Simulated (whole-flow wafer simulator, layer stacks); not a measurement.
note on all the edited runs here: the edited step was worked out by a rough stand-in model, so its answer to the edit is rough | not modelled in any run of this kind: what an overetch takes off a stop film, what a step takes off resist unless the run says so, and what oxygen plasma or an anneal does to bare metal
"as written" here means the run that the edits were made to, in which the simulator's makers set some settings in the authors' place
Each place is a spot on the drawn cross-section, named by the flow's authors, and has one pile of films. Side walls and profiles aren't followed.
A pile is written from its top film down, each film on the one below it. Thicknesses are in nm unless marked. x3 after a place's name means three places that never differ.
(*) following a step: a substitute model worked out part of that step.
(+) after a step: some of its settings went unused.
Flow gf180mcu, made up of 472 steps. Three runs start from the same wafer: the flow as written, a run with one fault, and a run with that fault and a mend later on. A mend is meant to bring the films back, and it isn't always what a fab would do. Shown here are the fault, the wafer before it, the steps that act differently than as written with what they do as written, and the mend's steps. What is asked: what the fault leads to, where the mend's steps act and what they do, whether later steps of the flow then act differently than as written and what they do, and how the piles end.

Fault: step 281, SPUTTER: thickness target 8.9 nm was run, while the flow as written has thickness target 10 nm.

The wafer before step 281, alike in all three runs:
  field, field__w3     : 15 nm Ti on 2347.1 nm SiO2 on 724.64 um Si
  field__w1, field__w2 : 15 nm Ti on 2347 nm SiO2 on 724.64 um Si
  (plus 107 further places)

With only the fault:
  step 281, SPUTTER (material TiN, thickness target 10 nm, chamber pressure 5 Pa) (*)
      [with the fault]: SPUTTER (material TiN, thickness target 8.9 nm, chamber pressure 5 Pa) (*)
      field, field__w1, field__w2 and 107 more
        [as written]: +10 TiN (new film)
        [with the fault]: +8.9 TiN (new film)
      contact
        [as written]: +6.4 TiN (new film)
        [with the fault]: +5.7 TiN (new film)
  Later steps of the flow acting differently than as written (1 more step, not shown, differs only slightly: by at most 2% or 0.5 nm, whichever is larger):
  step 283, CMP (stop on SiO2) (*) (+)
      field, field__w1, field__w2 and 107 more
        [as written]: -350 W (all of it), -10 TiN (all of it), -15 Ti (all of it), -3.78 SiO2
        [with the fault]: -350 W (all of it), -8.9 TiN (all of it), -15 Ti (all of it), -3.77 SiO2
  By the end, the piles at contact depart from the flow's by more than 2% or 0.5 nm, whichever is larger.
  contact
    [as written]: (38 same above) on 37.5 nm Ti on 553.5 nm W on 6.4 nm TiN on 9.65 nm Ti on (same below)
    [with the fault]: (38 same above) on 37.5 nm Ti on 554.2 nm W on 5.7 nm TiN on 9.65 nm Ti on (same below)

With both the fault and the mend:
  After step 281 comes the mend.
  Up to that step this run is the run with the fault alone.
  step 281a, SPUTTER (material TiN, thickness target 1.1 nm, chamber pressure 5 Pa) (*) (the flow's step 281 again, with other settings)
      field, field__w1, field__w2 and 107 more
        +1.1 TiN
      contact
        +0.7 TiN
  Every later step of the flow that is run acts as written at every place that is followed.
  By the end, the piles equal the flow's at every place that both follow.
